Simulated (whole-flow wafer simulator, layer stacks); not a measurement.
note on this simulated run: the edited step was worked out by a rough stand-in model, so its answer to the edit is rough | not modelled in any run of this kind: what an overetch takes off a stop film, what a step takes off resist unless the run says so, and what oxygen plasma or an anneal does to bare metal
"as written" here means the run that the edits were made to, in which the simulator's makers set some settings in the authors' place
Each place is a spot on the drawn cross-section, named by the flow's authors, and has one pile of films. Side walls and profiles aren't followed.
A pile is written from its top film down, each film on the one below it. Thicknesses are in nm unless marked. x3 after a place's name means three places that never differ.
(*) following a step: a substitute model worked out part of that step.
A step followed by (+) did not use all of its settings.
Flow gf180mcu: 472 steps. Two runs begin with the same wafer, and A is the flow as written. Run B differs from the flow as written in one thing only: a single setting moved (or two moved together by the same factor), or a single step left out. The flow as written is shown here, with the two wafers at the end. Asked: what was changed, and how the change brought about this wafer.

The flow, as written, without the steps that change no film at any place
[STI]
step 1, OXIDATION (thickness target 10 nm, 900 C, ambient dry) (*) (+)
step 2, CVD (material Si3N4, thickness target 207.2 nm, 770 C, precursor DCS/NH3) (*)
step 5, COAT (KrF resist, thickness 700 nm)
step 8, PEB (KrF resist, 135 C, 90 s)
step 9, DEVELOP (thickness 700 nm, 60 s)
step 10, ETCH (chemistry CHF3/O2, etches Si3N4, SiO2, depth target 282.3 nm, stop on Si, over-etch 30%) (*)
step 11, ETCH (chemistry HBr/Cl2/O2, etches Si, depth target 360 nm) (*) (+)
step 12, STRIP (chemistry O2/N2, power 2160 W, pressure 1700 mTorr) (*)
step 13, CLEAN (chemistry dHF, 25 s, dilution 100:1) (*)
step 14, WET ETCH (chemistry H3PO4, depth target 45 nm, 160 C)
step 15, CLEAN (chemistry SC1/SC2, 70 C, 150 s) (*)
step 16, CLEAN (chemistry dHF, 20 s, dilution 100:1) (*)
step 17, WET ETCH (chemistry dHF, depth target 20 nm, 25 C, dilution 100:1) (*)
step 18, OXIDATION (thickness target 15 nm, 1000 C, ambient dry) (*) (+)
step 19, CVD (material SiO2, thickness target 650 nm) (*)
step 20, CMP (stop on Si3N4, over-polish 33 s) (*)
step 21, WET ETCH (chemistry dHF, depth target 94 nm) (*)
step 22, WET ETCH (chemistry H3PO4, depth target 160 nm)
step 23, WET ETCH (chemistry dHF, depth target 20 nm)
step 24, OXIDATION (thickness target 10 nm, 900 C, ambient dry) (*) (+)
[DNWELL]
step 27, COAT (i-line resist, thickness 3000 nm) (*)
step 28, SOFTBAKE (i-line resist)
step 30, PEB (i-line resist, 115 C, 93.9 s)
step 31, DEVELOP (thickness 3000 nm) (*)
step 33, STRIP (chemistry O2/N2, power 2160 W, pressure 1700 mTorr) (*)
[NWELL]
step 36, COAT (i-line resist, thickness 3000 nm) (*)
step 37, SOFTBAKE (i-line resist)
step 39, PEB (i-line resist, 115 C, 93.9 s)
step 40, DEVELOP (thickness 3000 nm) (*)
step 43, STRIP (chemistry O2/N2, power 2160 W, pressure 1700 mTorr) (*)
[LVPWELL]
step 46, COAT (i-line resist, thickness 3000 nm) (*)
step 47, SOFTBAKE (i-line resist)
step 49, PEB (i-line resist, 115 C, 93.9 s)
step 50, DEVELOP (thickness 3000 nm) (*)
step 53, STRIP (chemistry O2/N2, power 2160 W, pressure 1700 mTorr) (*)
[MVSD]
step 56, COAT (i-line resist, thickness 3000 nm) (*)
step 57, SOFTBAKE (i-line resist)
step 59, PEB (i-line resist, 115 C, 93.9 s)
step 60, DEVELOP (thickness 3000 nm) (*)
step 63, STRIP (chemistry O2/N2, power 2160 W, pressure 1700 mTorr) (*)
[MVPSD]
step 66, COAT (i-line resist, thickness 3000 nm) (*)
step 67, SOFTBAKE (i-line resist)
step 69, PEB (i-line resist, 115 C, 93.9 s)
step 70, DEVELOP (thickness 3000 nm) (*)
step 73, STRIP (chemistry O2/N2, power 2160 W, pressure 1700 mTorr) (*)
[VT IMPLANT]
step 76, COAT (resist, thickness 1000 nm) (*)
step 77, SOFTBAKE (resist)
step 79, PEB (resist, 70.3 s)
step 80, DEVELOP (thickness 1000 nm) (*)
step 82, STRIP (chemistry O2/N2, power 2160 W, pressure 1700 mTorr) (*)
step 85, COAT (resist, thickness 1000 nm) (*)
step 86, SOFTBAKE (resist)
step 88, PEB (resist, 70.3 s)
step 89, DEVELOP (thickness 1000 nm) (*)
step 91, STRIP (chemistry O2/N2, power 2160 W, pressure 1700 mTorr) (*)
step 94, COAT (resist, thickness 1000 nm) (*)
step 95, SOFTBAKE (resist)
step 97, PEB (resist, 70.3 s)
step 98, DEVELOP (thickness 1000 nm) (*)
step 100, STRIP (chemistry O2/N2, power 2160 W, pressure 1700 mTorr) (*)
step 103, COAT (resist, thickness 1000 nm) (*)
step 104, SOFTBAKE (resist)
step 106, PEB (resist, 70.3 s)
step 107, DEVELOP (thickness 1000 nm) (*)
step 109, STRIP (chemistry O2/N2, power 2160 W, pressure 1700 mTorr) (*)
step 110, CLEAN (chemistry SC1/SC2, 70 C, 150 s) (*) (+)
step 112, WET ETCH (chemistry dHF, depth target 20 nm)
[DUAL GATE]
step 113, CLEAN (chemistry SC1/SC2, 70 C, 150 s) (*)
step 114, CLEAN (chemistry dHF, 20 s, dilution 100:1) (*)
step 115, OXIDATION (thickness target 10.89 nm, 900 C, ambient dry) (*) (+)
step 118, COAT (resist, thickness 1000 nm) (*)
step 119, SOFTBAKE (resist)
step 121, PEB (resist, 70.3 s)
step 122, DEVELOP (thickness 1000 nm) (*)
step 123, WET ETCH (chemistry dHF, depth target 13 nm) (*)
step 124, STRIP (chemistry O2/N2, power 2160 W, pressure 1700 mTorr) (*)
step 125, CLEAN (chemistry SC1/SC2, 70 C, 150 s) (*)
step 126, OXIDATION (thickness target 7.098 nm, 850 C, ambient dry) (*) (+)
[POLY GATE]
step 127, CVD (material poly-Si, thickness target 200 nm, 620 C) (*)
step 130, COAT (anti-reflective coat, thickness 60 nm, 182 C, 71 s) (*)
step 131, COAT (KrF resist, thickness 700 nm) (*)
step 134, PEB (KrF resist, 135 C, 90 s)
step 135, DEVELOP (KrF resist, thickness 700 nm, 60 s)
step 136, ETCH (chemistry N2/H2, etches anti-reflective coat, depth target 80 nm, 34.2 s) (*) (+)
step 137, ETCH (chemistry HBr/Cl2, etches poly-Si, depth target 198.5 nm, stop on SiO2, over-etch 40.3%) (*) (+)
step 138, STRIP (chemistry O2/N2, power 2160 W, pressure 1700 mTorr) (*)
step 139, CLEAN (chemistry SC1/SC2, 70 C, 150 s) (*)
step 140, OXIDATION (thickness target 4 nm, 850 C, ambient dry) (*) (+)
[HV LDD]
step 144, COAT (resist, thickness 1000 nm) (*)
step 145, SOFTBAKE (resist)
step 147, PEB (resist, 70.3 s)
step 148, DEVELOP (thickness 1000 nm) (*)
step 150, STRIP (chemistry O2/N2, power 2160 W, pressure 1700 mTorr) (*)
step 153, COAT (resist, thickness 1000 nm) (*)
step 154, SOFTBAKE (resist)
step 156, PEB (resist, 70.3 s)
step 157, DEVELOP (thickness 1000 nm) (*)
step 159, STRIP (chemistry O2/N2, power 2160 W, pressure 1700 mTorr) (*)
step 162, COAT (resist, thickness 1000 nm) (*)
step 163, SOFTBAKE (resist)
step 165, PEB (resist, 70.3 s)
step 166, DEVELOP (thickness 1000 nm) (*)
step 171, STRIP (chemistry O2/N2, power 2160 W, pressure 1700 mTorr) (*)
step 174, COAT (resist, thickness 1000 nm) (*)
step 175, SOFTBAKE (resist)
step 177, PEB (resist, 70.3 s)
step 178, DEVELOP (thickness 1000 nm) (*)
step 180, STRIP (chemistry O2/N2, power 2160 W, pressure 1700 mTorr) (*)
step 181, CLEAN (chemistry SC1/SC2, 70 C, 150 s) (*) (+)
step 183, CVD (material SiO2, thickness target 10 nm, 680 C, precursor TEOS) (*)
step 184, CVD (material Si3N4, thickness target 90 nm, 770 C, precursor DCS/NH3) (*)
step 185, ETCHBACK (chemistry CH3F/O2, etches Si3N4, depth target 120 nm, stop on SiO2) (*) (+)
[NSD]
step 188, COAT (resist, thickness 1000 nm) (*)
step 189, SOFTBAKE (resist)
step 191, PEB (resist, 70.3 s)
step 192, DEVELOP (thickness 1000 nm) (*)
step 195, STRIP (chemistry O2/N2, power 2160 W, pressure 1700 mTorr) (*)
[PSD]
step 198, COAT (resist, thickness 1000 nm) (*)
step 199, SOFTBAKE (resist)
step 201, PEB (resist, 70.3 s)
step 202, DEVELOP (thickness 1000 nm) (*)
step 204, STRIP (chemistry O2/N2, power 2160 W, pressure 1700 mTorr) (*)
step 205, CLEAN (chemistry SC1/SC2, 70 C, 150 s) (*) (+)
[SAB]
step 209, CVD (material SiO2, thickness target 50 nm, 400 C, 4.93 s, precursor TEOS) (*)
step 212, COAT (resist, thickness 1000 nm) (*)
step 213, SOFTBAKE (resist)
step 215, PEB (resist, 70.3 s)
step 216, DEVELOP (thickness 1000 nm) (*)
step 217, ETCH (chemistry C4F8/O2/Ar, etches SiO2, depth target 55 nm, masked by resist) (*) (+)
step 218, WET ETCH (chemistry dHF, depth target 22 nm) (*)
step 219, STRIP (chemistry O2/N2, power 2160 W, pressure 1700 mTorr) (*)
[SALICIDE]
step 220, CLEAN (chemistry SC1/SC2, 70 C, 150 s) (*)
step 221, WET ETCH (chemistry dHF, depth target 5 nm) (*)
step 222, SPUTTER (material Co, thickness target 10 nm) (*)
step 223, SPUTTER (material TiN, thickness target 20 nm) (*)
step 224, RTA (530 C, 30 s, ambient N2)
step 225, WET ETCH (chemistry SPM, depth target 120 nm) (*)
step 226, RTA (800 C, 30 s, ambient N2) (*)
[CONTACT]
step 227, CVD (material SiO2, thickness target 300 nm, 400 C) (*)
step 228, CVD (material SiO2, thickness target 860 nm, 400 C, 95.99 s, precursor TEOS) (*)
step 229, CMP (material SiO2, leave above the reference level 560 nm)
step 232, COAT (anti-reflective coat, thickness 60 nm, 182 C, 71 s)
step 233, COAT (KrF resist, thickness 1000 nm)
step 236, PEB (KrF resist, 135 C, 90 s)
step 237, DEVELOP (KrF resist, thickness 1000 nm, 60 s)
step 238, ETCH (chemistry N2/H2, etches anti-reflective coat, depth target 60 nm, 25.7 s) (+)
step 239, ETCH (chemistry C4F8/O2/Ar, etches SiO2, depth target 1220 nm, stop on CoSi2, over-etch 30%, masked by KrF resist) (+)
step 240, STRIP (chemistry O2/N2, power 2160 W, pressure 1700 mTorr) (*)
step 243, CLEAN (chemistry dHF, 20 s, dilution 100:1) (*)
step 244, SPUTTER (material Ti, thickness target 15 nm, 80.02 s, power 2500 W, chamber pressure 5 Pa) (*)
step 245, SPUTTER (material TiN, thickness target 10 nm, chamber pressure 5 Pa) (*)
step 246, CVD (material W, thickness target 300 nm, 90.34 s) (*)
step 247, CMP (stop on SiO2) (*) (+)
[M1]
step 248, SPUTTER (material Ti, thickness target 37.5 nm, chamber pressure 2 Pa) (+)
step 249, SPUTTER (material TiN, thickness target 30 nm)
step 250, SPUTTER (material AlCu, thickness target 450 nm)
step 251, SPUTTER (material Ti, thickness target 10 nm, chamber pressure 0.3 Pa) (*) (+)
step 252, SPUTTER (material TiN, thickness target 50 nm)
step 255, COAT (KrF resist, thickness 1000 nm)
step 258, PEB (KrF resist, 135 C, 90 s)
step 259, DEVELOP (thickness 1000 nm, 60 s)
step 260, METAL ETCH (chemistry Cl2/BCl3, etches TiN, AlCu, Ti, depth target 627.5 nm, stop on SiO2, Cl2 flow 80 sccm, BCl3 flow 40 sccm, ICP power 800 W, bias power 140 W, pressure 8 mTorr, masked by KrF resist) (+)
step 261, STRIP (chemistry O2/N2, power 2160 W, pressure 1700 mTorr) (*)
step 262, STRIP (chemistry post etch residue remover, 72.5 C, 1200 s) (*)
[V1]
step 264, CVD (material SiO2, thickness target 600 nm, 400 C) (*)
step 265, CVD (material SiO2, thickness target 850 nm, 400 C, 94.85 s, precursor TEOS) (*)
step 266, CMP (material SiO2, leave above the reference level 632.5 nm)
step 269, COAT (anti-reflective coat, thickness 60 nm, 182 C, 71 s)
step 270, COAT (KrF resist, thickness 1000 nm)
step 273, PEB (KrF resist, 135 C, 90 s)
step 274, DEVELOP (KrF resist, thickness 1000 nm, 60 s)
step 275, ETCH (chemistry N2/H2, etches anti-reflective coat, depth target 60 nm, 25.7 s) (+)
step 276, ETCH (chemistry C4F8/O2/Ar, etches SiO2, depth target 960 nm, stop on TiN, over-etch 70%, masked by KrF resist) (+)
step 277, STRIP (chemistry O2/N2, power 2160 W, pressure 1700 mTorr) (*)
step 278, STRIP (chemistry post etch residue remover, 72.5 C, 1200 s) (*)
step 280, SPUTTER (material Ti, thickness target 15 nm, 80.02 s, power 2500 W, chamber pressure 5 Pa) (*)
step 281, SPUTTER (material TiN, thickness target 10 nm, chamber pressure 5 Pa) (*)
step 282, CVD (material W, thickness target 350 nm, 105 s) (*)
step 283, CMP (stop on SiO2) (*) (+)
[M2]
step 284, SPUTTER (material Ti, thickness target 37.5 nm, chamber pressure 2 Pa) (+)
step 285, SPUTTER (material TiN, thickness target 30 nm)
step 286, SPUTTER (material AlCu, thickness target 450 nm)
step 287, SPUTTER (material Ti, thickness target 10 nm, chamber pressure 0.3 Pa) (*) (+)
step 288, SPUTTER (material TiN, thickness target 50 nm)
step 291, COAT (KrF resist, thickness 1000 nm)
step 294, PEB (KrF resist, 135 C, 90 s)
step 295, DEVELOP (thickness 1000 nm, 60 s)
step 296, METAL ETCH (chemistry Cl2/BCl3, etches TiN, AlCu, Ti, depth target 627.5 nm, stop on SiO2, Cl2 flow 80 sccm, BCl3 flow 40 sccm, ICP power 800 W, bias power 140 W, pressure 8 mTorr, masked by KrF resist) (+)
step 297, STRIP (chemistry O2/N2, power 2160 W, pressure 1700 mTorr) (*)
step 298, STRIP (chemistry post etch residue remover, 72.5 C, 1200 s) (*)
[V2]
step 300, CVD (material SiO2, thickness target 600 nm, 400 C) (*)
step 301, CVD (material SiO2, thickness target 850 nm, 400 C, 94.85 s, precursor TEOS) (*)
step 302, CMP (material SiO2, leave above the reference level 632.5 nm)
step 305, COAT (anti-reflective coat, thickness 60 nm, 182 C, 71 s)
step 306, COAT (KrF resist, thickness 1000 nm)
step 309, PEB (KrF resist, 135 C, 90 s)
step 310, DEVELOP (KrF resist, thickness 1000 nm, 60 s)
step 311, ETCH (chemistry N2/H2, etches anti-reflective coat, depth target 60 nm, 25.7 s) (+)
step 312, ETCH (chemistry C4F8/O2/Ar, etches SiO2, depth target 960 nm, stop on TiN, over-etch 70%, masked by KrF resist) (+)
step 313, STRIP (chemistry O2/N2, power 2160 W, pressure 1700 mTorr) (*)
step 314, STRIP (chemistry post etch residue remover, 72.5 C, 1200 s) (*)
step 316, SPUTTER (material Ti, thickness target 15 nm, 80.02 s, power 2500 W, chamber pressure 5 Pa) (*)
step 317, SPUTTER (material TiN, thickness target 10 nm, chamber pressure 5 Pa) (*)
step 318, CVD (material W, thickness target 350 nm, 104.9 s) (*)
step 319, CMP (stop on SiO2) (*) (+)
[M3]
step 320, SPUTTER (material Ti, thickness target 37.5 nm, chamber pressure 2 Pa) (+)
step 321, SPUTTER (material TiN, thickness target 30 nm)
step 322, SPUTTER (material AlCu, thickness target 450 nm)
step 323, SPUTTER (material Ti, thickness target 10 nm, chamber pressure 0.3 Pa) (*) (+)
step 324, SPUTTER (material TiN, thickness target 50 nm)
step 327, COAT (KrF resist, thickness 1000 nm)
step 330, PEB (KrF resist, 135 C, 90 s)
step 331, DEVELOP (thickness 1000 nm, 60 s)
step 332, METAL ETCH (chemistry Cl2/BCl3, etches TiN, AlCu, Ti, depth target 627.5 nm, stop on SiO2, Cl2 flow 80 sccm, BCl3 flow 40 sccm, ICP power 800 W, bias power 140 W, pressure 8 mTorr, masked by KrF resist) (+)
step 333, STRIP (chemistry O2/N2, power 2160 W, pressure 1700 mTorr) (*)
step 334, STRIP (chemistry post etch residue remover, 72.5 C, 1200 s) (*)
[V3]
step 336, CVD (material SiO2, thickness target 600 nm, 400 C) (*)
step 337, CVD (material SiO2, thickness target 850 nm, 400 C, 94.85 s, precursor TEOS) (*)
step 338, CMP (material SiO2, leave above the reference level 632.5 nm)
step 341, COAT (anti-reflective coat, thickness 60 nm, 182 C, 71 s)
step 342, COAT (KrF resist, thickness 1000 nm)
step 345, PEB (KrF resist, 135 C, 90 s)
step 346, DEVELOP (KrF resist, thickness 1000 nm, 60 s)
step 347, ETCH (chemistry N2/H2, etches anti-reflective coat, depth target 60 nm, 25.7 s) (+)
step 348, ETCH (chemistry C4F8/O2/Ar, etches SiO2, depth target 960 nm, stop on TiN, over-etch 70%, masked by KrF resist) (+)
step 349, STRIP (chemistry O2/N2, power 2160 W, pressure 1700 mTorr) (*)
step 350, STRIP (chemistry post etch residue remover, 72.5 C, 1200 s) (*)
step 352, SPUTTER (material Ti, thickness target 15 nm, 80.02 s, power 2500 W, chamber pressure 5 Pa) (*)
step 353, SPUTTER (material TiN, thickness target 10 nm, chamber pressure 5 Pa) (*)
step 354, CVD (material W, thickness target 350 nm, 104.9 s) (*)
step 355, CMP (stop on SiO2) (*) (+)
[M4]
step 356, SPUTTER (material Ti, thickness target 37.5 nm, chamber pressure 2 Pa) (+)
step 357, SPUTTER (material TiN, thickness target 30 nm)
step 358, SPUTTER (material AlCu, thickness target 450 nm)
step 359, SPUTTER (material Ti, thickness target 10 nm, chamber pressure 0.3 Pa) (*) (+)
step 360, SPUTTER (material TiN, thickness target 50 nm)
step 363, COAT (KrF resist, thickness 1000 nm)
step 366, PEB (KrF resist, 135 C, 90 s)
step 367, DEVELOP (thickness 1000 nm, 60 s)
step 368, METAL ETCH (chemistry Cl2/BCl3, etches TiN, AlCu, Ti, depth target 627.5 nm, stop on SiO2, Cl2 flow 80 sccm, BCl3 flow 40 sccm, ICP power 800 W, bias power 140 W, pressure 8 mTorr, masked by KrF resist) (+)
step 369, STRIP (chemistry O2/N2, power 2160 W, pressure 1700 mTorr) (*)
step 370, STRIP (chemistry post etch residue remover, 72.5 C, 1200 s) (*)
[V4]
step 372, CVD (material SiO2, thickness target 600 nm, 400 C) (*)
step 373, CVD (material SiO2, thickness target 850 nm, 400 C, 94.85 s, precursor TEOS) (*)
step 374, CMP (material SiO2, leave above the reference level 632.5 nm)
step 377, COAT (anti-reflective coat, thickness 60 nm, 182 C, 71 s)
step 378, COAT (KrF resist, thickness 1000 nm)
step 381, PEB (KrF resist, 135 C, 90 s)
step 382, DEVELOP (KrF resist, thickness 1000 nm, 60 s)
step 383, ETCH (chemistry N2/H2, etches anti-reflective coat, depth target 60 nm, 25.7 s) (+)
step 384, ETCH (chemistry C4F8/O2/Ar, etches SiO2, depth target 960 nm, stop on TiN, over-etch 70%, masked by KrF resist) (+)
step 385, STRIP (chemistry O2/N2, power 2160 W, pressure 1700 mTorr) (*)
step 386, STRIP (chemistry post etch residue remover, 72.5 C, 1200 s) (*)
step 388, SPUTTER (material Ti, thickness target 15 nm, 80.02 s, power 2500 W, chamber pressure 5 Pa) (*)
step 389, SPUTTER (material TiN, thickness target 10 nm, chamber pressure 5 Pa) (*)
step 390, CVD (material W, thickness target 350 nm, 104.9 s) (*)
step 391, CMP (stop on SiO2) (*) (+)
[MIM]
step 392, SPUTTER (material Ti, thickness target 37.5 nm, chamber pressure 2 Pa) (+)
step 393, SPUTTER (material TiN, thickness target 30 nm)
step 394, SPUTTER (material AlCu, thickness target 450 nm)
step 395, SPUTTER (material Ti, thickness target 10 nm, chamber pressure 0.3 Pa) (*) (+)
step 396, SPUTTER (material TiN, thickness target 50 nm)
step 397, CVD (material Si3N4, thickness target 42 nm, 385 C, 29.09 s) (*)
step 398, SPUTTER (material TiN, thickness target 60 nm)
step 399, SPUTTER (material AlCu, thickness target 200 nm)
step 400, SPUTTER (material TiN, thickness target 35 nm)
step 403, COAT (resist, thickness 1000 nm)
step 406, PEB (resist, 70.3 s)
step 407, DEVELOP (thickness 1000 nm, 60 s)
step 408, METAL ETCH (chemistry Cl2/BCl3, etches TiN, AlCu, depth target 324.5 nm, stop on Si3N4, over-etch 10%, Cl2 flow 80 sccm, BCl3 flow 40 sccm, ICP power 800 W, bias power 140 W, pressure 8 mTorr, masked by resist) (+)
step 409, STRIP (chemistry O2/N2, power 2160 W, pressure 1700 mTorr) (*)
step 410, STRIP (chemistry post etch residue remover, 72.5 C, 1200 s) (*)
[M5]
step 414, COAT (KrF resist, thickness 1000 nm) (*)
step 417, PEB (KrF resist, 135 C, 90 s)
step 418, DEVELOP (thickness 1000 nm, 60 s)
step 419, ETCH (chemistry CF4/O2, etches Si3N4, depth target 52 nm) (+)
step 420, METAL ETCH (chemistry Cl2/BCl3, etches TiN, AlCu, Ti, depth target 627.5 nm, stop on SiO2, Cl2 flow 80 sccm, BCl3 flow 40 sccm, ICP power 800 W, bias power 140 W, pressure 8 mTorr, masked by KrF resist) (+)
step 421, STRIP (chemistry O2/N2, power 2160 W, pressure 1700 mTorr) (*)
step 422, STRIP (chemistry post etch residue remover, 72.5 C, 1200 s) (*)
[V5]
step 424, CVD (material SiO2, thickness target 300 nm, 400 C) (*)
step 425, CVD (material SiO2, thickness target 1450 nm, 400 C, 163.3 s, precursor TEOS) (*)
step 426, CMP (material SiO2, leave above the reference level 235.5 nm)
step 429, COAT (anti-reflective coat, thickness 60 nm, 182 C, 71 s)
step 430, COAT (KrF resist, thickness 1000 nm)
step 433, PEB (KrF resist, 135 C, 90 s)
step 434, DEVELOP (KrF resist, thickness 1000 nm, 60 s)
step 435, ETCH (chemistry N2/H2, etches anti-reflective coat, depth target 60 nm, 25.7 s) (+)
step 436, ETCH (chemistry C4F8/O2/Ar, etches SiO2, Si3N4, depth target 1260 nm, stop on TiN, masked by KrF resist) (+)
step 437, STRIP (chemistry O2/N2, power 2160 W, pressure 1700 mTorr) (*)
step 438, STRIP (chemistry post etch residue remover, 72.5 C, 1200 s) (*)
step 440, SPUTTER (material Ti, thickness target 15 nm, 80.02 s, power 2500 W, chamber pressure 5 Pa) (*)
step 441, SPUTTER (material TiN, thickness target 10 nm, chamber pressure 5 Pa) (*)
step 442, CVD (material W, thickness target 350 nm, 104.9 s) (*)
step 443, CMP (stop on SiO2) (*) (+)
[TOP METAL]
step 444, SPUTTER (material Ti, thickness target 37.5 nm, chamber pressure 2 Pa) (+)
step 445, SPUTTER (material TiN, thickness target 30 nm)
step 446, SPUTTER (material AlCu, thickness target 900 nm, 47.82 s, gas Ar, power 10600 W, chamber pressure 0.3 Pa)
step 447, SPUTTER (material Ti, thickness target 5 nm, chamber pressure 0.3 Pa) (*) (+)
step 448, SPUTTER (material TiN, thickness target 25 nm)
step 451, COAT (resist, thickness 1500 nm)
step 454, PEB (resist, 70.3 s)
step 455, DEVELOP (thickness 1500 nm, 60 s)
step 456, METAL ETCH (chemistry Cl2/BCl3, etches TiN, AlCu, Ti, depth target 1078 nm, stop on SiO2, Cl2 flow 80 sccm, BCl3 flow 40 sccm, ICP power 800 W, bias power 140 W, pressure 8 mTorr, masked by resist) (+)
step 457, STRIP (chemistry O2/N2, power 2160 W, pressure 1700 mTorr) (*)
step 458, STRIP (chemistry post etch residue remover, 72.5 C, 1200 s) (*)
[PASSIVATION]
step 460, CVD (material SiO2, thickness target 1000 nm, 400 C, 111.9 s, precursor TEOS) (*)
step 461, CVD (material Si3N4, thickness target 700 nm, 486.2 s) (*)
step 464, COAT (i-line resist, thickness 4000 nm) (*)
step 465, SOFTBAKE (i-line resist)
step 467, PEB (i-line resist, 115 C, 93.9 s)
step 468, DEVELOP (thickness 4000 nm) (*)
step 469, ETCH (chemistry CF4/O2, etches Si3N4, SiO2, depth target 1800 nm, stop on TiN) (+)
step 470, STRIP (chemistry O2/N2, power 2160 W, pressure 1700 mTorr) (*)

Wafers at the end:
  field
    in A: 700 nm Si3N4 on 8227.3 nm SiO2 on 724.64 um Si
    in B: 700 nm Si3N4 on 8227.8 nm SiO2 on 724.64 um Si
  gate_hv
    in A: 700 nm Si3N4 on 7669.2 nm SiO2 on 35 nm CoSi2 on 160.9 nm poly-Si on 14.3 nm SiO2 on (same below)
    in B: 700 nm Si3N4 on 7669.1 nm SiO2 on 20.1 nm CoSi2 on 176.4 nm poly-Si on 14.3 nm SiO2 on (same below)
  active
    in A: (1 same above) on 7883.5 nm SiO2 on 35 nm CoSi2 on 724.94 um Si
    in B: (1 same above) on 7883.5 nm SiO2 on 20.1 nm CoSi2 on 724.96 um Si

What caused this: step 222, SPUTTER: thickness target 5.75 nm was run, though the flow has thickness target 10 nm.

How this came from the change, step by step:
  step 222, SPUTTER (material Co, thickness target 10 nm) (*)
      field, field__w7, field__w8 and 71 more: A +10 Co (new film) | B +5.75 Co (new film)
      field__w6, field_sub, field_sub__w2: A +9.95 Co (new film) | B +5.72 Co (new film)
      (as well as at 34 more places)
  step 224, RTA (530 C, 30 s, ambient N2)
      gate, gate_hv, gate_p and 22 more: A under 1 film: +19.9 CoSi (new film), -10 Co (all of it), -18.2 poly-Si | B under 1 film: +11.4 CoSi (new film), -5.75 Co (all of it), -10.5 poly-Si
      active, p_well, sd_n and 11 more: A under 1 film: +19.9 CoSi (new film), -10 Co (all of it), -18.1 Si | B under 1 film: +11.4 CoSi (new film), -5.75 Co (all of it), -10.4 Si
      (as well as at 10 more places)
  step 225, WET ETCH (chemistry SPM, depth target 120 nm) (*)
      field, field__w7, field__w8 and 32 more: A -20 TiN (all of it), -10 Co (all of it) | B -20 TiN (all of it), -5.75 Co (all of it)
      field__w9, nw_enc_fld_lv__w3: A -19.1 TiN (all of it), -9.6 Co (all of it) | B -19.1 TiN (all of it), -5.52 Co (all of it)
      (as well as at 25 more places)
  step 226, RTA (800 C, 30 s, ambient N2) (*)
      gate, gate_hv, gate_p and 22 more: A +35 CoSi2 (new film), -19.9 CoSi (all of it), -18.2 poly-Si | B +20.1 CoSi2 (new film), -11.4 CoSi (all of it), -10.5 poly-Si
      active, p_well, sd_n and 11 more: A +35 CoSi2 (new film), -19.9 CoSi (all of it), -18.1 Si | B +20.1 CoSi2 (new film), -11.4 CoSi (all of it), -10.4 Si
      (as well as at 10 more places)
